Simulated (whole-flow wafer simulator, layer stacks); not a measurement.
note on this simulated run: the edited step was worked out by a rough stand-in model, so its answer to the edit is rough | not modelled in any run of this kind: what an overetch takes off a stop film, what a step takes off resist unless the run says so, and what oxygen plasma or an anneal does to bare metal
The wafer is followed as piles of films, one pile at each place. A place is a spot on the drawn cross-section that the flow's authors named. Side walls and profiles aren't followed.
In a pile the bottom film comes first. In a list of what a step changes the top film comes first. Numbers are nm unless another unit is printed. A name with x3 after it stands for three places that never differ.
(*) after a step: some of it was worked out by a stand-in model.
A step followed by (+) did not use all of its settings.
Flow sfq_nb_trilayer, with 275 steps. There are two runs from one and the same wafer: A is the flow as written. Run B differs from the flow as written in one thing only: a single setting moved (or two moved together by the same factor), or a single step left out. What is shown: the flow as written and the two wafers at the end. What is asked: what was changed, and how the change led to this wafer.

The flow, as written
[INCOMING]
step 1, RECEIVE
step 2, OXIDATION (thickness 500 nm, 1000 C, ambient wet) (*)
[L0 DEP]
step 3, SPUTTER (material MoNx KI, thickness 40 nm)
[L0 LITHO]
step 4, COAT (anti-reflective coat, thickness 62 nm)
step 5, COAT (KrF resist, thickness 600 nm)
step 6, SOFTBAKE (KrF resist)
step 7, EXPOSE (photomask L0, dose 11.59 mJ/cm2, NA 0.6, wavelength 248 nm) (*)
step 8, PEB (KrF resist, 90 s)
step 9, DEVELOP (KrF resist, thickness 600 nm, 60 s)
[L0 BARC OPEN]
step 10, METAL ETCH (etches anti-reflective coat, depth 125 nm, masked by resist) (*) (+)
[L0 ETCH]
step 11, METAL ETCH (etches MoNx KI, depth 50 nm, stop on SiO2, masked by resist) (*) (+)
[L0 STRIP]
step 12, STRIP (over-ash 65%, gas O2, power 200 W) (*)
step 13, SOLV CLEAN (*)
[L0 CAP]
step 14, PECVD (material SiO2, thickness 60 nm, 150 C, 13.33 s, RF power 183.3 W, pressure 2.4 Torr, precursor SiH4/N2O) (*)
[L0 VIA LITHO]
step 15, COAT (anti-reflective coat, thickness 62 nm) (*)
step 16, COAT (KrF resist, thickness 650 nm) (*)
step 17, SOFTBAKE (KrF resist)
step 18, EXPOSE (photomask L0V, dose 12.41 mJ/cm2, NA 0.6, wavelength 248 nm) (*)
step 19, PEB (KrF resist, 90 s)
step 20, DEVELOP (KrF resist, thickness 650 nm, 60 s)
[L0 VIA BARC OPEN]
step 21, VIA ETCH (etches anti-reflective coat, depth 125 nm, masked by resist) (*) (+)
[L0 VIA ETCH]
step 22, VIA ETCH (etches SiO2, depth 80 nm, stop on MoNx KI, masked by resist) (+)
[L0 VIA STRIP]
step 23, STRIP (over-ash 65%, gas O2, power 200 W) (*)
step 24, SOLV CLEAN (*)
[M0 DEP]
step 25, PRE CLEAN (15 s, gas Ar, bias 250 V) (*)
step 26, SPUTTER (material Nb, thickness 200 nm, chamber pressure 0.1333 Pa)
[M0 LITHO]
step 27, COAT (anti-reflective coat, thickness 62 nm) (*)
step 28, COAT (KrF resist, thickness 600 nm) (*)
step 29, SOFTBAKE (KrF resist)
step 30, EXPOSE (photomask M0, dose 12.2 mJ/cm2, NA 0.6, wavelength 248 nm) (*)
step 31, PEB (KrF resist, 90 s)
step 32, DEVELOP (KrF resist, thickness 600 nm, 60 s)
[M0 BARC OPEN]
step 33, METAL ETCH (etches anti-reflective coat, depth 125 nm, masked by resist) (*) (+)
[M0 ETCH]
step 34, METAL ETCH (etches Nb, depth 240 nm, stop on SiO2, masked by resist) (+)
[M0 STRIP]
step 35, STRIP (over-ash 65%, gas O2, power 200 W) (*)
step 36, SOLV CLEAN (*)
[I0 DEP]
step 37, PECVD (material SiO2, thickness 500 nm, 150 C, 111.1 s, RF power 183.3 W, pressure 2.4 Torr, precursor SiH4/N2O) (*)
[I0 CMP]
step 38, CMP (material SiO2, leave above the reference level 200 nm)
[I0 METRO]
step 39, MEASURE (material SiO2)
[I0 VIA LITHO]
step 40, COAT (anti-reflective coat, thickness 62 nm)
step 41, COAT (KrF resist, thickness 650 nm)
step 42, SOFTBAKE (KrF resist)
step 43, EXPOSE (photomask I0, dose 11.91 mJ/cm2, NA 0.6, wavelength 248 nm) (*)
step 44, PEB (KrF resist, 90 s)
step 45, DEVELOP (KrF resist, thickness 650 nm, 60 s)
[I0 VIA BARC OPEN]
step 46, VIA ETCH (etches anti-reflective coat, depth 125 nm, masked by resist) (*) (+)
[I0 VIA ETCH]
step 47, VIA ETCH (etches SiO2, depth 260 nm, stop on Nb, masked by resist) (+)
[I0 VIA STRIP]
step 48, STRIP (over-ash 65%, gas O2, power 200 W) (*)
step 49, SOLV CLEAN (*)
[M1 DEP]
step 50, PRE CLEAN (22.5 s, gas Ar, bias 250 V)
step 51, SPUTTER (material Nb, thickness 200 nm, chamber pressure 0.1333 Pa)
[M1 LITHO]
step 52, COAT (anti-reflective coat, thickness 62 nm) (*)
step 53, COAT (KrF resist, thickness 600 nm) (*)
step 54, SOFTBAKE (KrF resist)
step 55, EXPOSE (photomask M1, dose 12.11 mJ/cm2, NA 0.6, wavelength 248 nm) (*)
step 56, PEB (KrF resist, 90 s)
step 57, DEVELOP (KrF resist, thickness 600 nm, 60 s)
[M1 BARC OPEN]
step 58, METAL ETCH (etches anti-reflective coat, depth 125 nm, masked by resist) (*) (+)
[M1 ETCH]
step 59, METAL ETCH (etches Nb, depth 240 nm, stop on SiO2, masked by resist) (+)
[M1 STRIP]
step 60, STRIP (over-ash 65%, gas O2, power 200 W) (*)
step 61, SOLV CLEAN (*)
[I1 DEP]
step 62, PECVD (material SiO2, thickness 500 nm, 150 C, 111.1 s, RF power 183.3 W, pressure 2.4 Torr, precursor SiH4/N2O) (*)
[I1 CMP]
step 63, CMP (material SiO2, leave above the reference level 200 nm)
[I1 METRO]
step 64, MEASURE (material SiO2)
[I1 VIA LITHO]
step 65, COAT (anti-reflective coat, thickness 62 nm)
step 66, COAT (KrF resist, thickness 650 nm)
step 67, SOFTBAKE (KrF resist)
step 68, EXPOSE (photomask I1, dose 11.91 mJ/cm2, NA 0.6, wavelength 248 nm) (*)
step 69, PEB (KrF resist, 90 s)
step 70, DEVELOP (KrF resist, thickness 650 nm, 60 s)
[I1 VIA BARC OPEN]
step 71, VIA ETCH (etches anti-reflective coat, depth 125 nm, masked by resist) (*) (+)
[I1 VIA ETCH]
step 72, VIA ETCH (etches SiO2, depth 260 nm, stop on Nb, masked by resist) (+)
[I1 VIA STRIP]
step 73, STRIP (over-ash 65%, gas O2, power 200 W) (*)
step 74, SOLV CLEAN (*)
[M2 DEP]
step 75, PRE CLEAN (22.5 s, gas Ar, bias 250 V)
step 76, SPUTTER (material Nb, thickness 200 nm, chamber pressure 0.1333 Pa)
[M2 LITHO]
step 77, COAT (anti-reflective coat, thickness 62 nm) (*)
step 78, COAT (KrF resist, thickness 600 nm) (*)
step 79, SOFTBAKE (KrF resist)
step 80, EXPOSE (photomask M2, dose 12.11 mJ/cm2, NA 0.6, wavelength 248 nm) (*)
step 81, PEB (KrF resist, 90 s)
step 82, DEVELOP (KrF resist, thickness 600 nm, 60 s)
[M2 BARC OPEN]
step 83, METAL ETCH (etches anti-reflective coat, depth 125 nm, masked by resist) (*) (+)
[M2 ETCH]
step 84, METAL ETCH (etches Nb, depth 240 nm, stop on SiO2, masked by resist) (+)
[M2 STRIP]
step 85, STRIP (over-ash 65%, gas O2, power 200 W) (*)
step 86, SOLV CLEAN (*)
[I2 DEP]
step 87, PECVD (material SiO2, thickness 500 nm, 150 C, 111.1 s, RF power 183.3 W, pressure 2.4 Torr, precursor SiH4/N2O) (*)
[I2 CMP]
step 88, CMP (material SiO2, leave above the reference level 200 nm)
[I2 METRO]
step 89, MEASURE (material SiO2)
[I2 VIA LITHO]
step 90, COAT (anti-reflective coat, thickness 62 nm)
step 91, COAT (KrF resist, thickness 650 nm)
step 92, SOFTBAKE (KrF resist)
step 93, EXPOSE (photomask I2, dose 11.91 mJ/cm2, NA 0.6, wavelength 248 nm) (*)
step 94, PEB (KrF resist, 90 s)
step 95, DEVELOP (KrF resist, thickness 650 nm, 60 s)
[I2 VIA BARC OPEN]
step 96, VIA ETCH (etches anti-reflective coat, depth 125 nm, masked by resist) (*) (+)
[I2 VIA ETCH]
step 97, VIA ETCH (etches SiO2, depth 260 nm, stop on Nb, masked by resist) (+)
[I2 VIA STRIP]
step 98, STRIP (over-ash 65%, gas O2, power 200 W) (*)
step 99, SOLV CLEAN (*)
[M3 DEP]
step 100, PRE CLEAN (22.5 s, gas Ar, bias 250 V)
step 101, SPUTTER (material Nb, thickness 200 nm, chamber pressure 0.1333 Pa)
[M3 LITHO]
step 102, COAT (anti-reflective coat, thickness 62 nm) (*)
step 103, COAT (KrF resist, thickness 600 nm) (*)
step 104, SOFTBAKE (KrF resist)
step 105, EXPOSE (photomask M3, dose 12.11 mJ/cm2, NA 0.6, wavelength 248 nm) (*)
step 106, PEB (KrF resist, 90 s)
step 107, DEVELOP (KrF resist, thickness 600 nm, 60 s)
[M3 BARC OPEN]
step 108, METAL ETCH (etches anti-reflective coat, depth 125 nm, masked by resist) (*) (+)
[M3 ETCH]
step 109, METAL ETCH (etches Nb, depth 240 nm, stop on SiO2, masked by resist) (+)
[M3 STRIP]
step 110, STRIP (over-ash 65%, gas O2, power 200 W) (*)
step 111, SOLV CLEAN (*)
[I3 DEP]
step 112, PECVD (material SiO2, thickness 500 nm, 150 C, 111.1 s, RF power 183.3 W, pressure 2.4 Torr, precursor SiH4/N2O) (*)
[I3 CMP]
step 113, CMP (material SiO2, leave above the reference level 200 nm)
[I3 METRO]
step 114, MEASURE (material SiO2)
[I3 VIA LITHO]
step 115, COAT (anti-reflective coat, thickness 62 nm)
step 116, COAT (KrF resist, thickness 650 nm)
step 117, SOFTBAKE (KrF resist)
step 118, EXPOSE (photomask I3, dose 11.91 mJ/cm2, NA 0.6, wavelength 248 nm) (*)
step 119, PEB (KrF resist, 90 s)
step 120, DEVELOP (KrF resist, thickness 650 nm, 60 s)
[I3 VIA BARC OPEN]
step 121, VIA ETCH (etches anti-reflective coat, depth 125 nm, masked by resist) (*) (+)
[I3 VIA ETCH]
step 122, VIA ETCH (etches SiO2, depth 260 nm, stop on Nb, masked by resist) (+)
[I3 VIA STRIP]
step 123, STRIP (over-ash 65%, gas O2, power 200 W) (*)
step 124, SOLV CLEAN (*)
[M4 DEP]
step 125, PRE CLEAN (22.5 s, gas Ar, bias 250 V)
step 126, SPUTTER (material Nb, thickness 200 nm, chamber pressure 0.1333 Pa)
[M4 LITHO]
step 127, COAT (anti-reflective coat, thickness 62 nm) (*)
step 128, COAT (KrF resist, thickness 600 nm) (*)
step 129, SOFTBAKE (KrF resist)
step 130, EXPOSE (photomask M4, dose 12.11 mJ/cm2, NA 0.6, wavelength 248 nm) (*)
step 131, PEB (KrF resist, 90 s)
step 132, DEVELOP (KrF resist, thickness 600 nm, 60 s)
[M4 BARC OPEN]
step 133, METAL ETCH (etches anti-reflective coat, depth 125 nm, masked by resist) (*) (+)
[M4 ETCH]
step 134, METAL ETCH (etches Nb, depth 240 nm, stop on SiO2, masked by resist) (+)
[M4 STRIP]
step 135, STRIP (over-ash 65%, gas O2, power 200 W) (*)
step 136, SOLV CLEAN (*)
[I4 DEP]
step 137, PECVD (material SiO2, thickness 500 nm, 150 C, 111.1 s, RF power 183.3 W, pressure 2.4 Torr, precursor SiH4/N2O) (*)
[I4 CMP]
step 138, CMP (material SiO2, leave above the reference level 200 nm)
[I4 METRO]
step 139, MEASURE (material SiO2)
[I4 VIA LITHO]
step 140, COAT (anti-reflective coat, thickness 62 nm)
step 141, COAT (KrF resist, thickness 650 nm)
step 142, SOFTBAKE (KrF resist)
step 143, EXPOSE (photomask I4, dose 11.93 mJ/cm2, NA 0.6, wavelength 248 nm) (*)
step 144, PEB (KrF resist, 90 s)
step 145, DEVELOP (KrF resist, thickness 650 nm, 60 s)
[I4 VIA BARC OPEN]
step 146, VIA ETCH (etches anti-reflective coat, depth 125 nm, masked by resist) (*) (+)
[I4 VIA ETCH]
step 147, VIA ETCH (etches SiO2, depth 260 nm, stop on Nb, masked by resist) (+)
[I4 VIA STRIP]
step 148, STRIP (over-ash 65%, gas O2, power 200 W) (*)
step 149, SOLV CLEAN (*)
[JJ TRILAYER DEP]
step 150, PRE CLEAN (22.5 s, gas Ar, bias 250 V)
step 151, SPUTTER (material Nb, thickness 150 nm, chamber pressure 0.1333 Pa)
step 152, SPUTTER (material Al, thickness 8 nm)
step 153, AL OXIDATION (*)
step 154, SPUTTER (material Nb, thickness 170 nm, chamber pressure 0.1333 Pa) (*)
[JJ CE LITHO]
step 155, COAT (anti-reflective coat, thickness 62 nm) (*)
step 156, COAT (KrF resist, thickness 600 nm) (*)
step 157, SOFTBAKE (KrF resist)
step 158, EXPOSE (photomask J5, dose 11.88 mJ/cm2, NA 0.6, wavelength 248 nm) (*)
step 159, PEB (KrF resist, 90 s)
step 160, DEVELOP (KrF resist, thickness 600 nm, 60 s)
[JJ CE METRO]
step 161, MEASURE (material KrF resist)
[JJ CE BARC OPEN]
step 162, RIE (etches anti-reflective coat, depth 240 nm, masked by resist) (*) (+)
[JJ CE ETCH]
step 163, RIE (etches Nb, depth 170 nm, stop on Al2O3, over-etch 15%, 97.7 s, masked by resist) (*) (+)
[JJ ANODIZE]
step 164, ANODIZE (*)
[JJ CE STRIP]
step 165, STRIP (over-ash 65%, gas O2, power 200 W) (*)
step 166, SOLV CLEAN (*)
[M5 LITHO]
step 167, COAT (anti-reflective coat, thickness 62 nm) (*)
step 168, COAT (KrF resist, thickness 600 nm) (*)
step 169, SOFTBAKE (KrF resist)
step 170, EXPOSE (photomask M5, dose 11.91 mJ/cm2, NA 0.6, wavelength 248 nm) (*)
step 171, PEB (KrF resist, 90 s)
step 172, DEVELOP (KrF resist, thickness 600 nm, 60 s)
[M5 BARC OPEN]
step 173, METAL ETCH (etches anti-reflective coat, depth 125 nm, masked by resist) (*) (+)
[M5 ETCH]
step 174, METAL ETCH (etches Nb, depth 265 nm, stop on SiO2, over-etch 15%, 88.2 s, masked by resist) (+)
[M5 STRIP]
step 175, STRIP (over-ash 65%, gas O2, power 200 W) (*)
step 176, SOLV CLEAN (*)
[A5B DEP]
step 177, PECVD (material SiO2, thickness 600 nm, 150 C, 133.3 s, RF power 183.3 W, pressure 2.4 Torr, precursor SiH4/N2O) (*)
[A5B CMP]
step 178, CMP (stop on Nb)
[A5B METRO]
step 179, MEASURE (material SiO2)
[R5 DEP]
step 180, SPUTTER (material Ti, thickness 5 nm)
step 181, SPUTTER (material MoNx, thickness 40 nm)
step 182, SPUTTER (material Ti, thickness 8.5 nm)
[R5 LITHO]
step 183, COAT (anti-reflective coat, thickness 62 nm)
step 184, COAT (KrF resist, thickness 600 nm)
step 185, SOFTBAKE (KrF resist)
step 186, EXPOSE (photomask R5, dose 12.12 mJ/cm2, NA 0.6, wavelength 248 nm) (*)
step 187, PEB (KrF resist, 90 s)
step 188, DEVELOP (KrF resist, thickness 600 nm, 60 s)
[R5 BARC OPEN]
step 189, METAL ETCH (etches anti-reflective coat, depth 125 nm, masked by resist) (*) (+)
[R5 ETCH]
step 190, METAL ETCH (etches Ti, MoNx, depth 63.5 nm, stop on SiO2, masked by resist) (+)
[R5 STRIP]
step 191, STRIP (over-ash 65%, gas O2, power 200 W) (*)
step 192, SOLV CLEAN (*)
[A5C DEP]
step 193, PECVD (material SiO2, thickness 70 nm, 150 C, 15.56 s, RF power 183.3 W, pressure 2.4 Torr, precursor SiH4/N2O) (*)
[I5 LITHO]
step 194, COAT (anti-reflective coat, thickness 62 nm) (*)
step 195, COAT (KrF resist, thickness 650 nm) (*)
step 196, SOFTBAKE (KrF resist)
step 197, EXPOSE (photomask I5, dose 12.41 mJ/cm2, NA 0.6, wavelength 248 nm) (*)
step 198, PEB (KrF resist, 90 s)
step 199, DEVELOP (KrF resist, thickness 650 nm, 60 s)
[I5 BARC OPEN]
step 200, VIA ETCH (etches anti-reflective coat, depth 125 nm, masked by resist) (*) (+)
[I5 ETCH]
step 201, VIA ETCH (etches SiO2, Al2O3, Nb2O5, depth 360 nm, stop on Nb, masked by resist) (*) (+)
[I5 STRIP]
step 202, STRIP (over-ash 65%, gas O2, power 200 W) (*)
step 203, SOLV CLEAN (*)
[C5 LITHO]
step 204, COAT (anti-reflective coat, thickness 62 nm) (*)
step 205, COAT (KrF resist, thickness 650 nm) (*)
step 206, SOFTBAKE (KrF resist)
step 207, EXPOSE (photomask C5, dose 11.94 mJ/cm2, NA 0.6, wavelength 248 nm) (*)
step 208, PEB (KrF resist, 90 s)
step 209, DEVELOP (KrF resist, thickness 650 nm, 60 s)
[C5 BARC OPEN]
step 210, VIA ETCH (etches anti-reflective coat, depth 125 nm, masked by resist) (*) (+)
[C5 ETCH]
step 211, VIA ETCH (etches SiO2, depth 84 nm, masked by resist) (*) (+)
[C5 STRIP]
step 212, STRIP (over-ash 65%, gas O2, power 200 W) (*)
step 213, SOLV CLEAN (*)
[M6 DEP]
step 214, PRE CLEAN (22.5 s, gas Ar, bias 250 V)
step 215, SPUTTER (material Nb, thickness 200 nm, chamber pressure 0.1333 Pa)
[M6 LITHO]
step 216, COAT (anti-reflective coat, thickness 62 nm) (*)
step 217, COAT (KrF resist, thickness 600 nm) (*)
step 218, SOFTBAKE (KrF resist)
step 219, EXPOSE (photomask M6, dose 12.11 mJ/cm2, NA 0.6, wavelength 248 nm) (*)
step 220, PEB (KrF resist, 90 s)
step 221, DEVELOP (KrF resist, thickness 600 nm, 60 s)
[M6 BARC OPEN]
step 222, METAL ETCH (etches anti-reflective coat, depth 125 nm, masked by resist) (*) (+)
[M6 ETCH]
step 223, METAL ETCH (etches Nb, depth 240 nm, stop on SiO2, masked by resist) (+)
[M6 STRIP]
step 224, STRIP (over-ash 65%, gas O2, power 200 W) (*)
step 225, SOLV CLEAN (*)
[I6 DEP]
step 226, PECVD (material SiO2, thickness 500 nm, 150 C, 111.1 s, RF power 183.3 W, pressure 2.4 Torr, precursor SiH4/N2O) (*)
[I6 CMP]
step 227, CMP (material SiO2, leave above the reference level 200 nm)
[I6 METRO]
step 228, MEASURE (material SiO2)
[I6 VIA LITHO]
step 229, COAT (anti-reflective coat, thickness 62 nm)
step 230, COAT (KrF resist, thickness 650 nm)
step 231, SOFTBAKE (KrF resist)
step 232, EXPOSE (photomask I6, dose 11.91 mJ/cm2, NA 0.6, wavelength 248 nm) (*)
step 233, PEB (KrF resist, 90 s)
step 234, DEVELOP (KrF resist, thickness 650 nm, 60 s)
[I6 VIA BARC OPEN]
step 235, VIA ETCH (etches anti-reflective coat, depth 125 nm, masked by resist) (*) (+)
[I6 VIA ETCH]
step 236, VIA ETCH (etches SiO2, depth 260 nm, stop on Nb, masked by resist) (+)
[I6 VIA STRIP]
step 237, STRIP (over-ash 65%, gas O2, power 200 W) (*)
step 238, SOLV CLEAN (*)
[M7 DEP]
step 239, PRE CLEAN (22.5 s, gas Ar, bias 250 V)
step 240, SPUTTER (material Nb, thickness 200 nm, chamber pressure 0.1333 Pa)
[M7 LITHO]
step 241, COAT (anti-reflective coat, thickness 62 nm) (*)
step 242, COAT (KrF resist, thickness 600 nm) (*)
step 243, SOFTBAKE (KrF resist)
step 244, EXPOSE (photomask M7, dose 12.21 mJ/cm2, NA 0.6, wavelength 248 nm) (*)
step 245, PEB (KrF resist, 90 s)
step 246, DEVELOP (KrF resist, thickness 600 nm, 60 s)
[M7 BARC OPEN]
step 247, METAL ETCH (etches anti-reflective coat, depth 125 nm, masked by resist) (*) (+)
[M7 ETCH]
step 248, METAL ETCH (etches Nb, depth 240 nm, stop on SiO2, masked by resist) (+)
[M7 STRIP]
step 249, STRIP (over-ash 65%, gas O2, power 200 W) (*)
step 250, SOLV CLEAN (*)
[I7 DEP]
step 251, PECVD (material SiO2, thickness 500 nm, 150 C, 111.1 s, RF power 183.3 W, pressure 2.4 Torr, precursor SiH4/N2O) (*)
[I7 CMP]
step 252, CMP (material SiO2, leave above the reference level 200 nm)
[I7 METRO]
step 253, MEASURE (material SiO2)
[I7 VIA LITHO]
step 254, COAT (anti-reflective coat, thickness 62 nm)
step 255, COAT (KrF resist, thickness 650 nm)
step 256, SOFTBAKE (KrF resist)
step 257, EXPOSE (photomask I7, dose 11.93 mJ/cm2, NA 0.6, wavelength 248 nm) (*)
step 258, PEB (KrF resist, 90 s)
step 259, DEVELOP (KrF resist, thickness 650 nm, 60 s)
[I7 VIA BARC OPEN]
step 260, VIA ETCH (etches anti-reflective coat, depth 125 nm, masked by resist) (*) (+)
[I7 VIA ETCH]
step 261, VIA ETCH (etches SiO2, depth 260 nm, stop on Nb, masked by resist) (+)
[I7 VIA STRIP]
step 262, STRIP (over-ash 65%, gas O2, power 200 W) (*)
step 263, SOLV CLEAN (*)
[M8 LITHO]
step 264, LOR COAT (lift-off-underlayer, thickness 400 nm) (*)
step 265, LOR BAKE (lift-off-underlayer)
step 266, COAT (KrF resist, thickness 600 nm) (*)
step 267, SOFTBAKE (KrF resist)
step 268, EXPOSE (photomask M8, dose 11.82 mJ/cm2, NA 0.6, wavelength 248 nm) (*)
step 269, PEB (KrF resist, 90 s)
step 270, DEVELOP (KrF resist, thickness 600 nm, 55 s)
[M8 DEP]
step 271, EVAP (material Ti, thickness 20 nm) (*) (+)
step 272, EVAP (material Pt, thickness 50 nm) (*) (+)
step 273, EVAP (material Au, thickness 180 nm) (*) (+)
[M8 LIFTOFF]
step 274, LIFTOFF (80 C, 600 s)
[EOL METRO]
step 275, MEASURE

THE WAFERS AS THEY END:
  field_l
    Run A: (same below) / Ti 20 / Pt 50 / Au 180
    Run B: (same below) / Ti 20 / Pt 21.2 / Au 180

Cause: step 272, EVAP: thickness 21.2 nm was run, though the flow has thickness 50 nm.
One can read it off the wafer: field_l has Pt 21.2, and step 272 as written asks for 50 nm.

Step by step, how the change led to this:
  step 272, EVAP (material Pt, thickness 50 nm) (*) (+)
      field_l, v_sur, via_wl and 103 more: A +50 Pt (new film) | B +21.2 Pt (new film)
  step 274, LIFTOFF (80 C, 600 s)
      p4_fl, p4_fm, p4_w1 and 71 more: A -180 Au (all of it), -50 Pt (all of it), -20 Ti (all of it), -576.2 KrF resist (all of it), -400 lift-off-underlayer (all of it) | B -180 Au (all of it), -21.2 Pt (all of it), -20 Ti (all of it), -576.2 KrF resist (all of it), -400 lift-off-underlayer (all of it)
      c5j, ce_r: A -180 Au (all of it), -50 Pt (all of it), -20 Ti (all of it), -573.3 KrF resist (all of it), -399.3 lift-off-underlayer (all of it) | B -180 Au (all of it), -21.2 Pt (all of it), -20 Ti (all of it), -573.3 KrF resist (all of it), -399.3 lift-off-underlayer (all of it)
      (and at 19 other places as well)
